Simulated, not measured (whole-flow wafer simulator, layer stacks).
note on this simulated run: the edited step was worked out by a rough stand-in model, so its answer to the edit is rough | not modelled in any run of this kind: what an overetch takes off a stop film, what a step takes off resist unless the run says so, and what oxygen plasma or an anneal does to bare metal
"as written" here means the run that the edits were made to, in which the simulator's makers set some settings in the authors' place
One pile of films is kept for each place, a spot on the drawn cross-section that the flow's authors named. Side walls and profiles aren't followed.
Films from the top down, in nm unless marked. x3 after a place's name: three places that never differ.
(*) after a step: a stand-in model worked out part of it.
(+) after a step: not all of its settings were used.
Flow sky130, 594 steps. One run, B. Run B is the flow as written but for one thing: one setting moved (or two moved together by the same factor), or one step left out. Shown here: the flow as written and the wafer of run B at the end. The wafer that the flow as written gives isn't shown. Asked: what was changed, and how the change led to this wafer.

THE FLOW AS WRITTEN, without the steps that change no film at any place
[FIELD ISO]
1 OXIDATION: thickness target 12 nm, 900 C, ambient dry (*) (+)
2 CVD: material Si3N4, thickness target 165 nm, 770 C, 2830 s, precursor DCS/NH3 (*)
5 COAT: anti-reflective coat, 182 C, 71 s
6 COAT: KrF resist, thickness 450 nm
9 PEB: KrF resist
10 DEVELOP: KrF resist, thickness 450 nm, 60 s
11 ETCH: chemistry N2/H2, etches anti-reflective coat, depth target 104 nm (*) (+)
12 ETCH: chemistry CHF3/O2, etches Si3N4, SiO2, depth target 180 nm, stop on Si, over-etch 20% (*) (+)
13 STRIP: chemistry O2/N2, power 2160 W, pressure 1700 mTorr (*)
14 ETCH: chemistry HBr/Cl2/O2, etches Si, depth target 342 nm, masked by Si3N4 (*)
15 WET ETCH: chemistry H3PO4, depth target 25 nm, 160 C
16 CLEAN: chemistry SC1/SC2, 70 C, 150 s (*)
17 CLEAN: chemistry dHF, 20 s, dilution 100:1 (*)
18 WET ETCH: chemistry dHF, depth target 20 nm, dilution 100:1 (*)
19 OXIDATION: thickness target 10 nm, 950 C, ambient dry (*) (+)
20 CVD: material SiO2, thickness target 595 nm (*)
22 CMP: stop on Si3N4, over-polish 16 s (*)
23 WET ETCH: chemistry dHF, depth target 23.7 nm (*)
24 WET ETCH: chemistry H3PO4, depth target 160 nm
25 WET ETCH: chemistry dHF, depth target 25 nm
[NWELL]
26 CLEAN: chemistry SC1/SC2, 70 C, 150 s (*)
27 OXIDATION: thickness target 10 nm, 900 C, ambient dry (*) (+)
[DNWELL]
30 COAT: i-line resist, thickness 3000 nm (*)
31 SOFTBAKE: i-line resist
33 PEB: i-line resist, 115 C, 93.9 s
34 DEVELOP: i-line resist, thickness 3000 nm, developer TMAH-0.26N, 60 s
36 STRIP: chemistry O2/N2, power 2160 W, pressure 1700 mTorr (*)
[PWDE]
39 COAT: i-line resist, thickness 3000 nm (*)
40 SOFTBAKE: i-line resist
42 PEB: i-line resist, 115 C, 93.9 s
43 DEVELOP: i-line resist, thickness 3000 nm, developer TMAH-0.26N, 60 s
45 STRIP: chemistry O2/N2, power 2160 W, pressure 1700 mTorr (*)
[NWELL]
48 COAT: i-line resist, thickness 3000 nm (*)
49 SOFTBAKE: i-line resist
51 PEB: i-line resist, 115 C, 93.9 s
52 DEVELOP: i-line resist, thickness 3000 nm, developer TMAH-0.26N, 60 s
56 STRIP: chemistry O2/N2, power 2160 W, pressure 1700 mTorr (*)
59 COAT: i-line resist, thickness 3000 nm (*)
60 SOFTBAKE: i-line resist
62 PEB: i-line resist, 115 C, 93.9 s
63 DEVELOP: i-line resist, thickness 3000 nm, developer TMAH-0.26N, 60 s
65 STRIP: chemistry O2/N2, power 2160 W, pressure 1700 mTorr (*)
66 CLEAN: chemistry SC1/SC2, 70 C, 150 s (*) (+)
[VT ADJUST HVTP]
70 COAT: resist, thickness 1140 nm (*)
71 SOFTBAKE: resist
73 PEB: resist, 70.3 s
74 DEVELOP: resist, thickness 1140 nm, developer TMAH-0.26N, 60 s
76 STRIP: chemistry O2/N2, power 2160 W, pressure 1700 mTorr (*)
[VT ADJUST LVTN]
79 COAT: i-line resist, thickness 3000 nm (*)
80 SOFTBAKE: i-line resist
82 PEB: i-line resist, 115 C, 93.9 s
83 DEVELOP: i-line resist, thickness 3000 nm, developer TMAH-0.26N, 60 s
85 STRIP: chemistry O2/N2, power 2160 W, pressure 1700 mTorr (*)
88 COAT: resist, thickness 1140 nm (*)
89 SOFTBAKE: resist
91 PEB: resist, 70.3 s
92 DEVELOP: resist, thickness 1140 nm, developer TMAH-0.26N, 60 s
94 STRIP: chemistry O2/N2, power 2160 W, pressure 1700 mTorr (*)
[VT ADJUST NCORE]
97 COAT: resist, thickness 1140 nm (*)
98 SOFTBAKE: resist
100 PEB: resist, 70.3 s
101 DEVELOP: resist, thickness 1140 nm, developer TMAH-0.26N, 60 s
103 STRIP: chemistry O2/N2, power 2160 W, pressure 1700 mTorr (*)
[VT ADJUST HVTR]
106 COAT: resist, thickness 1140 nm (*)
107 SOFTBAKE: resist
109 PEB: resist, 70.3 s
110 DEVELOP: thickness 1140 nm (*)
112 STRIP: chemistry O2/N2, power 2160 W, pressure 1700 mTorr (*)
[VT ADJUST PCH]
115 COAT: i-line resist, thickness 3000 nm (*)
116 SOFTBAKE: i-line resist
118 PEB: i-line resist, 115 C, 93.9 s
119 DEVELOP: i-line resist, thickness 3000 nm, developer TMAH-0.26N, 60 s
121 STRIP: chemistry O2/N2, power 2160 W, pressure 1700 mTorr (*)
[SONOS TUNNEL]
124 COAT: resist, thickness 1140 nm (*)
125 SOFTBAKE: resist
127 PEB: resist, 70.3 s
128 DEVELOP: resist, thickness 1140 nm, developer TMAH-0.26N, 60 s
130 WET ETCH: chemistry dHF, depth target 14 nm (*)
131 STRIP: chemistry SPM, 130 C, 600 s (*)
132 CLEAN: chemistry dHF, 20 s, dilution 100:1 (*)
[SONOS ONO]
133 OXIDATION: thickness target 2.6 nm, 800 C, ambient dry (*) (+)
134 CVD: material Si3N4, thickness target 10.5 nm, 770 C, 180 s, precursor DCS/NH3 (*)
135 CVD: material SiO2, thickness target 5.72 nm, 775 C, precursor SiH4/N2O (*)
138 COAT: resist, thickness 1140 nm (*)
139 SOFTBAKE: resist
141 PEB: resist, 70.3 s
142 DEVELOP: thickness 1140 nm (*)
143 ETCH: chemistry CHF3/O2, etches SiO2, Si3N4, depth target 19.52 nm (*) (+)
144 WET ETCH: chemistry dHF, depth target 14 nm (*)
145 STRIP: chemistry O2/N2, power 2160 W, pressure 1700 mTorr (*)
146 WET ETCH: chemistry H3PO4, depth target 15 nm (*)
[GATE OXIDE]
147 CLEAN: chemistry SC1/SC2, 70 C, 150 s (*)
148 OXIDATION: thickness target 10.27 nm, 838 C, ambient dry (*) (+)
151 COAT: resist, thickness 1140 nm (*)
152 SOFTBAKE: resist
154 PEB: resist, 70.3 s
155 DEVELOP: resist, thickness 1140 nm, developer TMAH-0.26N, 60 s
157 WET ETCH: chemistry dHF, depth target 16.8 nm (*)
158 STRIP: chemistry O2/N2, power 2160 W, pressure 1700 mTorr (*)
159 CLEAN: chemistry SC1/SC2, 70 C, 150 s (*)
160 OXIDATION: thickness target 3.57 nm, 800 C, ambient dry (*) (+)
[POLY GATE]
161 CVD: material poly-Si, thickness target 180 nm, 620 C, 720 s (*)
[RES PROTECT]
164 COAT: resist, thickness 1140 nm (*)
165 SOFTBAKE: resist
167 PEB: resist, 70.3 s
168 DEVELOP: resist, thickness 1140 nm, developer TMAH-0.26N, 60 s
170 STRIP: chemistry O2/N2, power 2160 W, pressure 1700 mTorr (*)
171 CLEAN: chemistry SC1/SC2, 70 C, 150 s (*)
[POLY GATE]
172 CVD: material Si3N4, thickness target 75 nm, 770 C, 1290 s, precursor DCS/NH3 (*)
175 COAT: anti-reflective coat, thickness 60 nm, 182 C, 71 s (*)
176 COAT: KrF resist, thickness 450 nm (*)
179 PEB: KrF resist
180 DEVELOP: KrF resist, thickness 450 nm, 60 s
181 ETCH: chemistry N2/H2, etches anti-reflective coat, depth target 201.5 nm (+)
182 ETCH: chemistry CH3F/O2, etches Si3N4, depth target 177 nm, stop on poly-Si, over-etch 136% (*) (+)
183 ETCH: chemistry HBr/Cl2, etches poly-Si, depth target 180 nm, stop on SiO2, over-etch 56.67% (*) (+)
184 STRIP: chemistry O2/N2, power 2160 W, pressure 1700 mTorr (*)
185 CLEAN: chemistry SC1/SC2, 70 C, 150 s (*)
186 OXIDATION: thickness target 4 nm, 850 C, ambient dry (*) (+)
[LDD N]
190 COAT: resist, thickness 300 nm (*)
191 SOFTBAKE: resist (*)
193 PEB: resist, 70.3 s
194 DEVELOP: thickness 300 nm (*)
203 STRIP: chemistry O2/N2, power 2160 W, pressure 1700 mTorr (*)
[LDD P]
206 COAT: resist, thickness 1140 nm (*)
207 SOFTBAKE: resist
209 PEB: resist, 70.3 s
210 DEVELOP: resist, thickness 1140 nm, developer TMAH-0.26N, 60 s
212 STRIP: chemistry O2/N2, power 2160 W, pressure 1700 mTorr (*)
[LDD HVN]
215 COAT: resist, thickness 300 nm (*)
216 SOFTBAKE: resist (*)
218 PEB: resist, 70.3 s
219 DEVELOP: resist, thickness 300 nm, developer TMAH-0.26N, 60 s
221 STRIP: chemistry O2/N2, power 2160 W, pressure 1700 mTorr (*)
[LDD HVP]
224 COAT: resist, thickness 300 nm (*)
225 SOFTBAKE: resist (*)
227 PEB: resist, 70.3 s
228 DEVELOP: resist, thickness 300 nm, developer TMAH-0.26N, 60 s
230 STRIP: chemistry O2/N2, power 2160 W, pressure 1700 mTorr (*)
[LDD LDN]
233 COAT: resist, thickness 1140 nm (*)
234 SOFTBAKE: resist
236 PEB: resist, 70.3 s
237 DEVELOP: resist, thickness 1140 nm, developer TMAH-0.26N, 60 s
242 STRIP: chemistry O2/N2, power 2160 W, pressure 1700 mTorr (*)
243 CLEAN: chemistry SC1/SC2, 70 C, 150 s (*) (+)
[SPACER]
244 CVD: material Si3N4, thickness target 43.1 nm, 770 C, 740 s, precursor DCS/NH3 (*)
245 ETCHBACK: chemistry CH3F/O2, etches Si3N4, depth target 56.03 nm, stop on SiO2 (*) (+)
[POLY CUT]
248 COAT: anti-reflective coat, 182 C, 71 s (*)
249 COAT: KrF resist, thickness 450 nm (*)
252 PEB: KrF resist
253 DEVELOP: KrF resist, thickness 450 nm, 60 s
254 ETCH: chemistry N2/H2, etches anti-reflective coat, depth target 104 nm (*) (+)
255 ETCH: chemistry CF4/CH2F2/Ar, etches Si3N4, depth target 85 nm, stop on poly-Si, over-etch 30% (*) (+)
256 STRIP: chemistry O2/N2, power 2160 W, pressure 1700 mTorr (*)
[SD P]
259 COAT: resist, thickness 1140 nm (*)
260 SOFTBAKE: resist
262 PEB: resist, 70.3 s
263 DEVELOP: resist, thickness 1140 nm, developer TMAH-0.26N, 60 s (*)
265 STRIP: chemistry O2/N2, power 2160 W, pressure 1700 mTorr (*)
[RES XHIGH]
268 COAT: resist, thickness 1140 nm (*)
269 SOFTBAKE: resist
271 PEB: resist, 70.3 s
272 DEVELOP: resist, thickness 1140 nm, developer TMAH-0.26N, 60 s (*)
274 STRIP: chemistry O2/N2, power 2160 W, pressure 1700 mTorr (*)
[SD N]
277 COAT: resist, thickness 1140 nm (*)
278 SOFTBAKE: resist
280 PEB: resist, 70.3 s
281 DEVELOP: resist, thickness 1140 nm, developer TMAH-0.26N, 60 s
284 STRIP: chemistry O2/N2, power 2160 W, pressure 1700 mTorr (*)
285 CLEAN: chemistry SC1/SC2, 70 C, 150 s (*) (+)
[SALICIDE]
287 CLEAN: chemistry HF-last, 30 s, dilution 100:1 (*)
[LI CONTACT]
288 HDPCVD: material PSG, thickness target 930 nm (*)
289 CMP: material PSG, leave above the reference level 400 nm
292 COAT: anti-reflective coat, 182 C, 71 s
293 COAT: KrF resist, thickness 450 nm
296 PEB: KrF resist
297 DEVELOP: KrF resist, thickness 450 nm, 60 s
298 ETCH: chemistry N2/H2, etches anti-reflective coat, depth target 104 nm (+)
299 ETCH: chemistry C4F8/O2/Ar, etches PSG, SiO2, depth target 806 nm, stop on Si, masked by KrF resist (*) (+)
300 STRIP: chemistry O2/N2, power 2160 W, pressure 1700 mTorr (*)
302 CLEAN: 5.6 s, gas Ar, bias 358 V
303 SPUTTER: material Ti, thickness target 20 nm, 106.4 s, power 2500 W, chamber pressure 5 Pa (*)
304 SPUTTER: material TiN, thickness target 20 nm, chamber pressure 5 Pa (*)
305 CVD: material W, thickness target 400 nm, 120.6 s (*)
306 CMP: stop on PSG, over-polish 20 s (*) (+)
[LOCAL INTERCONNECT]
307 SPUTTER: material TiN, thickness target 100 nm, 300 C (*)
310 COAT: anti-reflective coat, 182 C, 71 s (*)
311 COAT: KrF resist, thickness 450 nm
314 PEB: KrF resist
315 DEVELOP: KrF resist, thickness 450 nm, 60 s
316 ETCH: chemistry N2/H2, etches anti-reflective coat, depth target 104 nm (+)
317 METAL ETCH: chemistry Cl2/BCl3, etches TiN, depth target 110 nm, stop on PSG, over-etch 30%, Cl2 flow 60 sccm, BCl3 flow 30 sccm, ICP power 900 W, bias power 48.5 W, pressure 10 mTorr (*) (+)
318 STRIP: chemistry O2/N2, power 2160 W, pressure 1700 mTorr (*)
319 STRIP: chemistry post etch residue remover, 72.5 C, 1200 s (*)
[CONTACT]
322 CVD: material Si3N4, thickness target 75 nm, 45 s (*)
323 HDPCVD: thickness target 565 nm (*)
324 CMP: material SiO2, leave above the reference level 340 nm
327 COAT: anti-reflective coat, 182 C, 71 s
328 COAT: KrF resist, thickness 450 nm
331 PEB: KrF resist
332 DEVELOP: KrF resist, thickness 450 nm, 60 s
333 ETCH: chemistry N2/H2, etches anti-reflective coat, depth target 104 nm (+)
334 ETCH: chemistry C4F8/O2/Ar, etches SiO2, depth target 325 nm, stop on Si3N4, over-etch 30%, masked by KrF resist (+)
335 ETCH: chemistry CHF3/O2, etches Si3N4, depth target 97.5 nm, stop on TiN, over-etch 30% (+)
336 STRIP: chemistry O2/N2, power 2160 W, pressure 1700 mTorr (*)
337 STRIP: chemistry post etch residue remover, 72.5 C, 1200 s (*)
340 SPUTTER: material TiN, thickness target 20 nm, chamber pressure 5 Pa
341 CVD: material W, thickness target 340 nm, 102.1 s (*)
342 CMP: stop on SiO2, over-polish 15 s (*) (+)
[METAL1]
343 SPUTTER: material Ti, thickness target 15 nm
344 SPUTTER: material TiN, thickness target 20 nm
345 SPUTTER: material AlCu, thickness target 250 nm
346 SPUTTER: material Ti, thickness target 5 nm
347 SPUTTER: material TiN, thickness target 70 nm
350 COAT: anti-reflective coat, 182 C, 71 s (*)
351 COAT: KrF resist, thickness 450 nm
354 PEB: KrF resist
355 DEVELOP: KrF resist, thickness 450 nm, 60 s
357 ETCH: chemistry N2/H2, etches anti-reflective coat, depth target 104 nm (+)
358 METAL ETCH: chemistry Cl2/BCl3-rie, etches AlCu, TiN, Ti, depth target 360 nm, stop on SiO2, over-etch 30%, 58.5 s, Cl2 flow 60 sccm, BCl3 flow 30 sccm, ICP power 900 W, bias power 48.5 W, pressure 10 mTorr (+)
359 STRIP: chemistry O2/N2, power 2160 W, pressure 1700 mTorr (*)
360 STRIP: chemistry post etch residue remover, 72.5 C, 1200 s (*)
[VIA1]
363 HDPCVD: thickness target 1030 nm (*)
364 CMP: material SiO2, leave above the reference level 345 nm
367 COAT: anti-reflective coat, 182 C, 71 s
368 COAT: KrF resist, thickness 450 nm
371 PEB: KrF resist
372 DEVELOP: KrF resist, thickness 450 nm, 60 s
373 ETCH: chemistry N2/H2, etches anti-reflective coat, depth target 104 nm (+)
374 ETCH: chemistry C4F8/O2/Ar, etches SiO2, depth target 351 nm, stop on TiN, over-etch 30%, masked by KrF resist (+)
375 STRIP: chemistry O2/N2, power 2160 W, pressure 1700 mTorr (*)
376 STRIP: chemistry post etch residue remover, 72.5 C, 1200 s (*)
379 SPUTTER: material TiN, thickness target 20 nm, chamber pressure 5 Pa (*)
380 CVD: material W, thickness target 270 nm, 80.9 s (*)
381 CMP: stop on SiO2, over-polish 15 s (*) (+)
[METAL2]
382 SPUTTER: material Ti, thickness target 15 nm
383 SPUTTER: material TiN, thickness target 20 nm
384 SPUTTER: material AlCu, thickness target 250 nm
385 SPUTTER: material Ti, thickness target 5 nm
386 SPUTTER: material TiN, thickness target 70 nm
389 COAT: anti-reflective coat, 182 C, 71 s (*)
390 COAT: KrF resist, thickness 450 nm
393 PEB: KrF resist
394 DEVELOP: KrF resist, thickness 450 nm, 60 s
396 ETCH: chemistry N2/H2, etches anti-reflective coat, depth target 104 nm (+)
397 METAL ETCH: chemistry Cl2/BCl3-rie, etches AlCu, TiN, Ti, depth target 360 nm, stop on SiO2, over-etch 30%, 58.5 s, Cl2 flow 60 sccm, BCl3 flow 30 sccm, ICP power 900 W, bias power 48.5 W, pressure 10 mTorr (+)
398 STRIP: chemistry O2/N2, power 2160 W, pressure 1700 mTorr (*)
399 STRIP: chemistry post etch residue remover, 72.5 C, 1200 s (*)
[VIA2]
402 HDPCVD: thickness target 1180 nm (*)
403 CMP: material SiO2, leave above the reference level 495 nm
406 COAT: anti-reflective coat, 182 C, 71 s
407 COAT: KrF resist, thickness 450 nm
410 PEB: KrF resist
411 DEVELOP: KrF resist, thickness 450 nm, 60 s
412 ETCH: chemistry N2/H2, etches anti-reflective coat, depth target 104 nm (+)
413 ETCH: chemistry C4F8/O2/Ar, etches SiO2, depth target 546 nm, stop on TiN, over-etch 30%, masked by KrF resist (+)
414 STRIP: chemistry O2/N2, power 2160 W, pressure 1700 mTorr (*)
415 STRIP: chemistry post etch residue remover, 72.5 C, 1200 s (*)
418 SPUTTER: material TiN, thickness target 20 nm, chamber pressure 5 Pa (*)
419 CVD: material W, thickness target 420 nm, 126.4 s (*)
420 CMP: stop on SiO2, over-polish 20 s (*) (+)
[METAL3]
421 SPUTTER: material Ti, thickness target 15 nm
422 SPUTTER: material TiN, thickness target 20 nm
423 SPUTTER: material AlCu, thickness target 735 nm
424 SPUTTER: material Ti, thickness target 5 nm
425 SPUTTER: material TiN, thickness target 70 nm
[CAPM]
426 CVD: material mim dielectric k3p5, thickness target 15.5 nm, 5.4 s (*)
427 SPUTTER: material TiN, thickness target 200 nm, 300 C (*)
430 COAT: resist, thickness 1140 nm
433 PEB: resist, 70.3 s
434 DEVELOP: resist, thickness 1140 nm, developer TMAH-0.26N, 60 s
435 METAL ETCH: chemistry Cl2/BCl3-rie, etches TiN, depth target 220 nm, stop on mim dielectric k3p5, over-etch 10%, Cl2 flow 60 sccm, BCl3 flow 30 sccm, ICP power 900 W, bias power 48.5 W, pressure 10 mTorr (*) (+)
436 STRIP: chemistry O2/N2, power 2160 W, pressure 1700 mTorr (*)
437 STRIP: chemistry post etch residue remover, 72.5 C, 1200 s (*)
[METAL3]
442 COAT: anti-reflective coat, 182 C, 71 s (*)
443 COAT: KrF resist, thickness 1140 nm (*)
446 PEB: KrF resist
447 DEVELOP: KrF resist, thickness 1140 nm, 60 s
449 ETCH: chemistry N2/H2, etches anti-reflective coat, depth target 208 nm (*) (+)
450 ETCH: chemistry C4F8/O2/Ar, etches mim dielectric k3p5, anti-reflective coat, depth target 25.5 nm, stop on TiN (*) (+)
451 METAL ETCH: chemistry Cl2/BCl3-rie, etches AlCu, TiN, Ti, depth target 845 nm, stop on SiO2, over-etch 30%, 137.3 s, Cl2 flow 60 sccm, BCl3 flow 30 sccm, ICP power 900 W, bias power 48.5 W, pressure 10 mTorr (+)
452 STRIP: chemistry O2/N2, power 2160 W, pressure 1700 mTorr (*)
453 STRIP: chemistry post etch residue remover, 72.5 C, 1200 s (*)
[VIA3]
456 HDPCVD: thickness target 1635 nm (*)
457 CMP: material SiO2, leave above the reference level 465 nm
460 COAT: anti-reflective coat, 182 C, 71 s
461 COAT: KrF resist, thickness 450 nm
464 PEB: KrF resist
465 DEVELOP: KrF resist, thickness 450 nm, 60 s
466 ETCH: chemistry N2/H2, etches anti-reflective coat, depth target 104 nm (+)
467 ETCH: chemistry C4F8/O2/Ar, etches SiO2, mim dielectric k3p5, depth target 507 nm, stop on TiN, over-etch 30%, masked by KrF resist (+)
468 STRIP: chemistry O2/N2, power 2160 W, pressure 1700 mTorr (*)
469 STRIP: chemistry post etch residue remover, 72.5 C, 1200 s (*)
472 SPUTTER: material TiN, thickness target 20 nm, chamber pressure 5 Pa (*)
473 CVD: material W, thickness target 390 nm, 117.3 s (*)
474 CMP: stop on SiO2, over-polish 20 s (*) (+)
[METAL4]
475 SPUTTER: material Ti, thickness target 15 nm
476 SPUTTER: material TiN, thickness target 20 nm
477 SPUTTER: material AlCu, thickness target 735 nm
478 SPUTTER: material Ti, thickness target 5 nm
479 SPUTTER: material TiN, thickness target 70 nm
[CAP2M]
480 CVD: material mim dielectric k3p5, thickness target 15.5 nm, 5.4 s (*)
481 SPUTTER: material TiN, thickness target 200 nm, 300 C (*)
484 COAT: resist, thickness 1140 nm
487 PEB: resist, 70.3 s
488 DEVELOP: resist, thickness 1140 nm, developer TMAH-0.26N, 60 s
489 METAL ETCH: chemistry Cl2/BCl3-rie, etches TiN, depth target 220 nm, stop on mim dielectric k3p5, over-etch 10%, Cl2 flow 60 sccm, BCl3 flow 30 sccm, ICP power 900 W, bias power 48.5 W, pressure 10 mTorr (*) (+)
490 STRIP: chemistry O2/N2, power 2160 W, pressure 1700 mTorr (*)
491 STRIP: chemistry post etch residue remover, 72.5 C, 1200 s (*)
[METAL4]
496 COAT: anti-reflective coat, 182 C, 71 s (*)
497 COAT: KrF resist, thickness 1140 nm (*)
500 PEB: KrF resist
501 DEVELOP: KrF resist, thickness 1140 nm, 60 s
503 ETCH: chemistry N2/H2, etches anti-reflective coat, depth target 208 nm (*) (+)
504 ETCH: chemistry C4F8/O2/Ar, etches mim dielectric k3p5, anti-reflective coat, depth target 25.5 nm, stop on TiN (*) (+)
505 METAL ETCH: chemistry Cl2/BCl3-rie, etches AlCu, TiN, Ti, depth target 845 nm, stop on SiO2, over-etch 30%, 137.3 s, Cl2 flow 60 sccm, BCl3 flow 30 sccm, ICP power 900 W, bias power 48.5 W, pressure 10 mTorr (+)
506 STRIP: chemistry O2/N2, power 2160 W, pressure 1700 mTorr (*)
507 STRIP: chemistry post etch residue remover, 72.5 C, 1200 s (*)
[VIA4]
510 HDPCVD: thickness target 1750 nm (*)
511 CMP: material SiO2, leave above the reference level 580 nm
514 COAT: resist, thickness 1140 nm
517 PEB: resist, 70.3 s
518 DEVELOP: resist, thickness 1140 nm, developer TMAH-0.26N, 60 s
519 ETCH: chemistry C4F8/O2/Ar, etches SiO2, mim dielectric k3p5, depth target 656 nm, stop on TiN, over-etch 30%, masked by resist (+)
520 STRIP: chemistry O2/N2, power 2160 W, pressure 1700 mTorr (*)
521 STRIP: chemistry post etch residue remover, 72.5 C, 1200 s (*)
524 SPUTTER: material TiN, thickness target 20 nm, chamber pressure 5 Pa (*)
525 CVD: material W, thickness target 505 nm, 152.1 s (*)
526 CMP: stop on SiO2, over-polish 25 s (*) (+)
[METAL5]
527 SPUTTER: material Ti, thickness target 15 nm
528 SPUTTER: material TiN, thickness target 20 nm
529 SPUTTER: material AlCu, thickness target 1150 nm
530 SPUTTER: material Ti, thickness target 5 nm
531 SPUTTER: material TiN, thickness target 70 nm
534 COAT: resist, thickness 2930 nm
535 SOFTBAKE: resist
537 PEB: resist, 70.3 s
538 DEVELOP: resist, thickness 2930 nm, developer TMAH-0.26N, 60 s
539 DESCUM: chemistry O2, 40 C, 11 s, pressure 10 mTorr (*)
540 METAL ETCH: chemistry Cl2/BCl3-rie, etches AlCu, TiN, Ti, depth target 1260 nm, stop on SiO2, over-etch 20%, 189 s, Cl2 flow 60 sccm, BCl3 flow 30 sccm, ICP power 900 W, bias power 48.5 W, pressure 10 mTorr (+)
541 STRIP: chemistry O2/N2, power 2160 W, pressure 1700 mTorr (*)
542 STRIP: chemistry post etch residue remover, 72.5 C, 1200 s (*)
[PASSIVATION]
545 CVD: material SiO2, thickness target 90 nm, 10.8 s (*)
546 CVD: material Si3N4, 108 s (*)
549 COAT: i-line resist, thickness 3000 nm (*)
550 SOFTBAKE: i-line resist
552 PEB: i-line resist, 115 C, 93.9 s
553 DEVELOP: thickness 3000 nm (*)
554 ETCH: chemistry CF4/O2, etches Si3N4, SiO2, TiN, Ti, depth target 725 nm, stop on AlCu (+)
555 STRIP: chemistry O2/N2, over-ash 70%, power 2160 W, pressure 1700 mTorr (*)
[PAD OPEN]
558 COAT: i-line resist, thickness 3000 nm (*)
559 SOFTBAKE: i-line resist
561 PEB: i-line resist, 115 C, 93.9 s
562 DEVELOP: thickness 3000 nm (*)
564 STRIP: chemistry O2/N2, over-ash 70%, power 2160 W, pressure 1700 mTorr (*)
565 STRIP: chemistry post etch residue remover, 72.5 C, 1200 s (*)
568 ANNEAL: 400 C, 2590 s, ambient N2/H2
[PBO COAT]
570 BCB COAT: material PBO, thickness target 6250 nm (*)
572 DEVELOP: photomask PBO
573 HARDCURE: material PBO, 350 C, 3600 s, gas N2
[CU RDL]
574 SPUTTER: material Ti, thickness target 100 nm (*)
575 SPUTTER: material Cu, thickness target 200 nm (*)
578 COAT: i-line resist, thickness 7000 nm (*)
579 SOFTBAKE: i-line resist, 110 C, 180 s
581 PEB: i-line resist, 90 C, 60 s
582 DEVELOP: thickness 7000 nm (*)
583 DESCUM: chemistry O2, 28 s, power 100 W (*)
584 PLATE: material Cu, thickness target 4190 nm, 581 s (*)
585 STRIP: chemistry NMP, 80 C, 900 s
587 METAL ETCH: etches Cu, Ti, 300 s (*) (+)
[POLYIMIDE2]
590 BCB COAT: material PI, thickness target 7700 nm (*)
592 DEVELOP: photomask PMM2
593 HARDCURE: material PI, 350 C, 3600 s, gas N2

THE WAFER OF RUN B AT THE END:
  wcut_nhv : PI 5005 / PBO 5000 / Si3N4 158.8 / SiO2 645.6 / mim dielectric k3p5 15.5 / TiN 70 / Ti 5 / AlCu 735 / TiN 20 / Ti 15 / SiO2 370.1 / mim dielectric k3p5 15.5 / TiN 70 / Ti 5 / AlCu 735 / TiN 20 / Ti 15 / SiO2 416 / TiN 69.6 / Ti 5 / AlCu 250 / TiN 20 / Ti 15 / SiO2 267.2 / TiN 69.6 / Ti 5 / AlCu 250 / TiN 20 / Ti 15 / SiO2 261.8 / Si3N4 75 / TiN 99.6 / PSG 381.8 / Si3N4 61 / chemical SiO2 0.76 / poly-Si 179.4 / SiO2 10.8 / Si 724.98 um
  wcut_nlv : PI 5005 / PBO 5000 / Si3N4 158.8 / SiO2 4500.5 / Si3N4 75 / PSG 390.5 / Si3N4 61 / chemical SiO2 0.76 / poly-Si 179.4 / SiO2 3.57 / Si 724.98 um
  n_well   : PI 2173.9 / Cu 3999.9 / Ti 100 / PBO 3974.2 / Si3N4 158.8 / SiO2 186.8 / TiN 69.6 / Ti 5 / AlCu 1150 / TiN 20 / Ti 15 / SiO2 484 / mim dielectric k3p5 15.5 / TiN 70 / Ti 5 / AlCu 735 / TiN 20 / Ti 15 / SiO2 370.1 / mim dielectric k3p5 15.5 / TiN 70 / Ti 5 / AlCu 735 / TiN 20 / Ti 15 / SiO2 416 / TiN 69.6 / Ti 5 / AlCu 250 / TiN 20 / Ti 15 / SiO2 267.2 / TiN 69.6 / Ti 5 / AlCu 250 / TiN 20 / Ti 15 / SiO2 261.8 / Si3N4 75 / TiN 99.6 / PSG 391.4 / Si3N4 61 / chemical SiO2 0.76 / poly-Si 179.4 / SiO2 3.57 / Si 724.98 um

The cause: step 545, CVD: thickness target 135 nm was run, where the flow has thickness target 90 nm; step 545, CVD: 16.2 s was run, where the flow has 10.8 s.

How the change led to this, step by step:
  545 CVD: material SiO2, thickness target 90 nm, 10.8 s (*)
      field, active, gate and 175 more: SiO2 +186.8 (as written it would be: SiO2 +125.2)
      n_well, p_well, sd_n and 12 more: SiO2 +186.8 (new film) (as written it would be: SiO2 +125.2 (new film))
  550 SOFTBAKE: i-line resist
      active: i-line resist +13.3 (as written it would be: i-line resist +12)
      gate: i-line resist -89 (as written it would be: i-line resist -85.5)
      (and at 60 more places)
  554 ETCH: chemistry CF4/O2, etches Si3N4, SiO2, TiN, Ti, depth target 725 nm, stop on AlCu (+)
      field, active, n_well and 189 more: i-line resist -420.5 (as written it would be: i-line resist -358.9)
      pad: Si3N4 -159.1 (all of it), SiO2 -186.8 (all of it), TiN -69.6 (all of it), Ti -5 (all of it) (as written it would be: Si3N4 -159.1 (all of it), SiO2 -125.2 (all of it), TiN -69.6 (all of it), Ti -5 (all of it))
  555 STRIP: chemistry O2/N2, over-ash 70%, power 2160 W, pressure 1700 mTorr (*)
      gate_hv, dice_street, iso_guard and 83 more: i-line resist -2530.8 (all of it) (as written it would be: i-line resist -2592.4 (all of it))
      n_well, p_well, sd_n, sd_p: i-line resist -1279.2 (all of it) (as written it would be: i-line resist -1340.8 (all of it))
      (and at 100 more places)
  558 COAT: i-line resist, thickness 3000 nm (*)
      pad: i-line resist +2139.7 (new film) (as written it would be: i-line resist +2077.7 (new film))
  559 SOFTBAKE: i-line resist
      field: i-line resist +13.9 (as written it would be: i-line resist +12.5)
      active: i-line resist +13.3 (as written it would be: i-line resist +12)
      (and at 67 more places)
  561 PEB: i-line resist, 115 C, 93.9 s
      pad: i-line resist -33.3 (as written it would be: i-line resist -32.2)
  562 DEVELOP: thickness 3000 nm (*)
      pad: i-line resist -2106.4 (all of it) (as written it would be: i-line resist -2045.5 (all of it))
  578 COAT: i-line resist, thickness 7000 nm (*)
      pad: i-line resist +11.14 um (new film) (as written it would be: i-line resist +11.08 um (new film))
  579 SOFTBAKE: i-line resist, 110 C, 180 s
      rpo_hd_licon, mim2: i-line resist -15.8 (as written it would be: i-line resist -14.9)
      mim: i-line resist -17.8 (as written it would be: i-line resist -16.8)
      (and at 27 more places)
  582 DEVELOP: thickness 7000 nm (*)
      pad: i-line resist -11.14 um (all of it) (as written it would be: i-line resist -11.08 um (all of it))
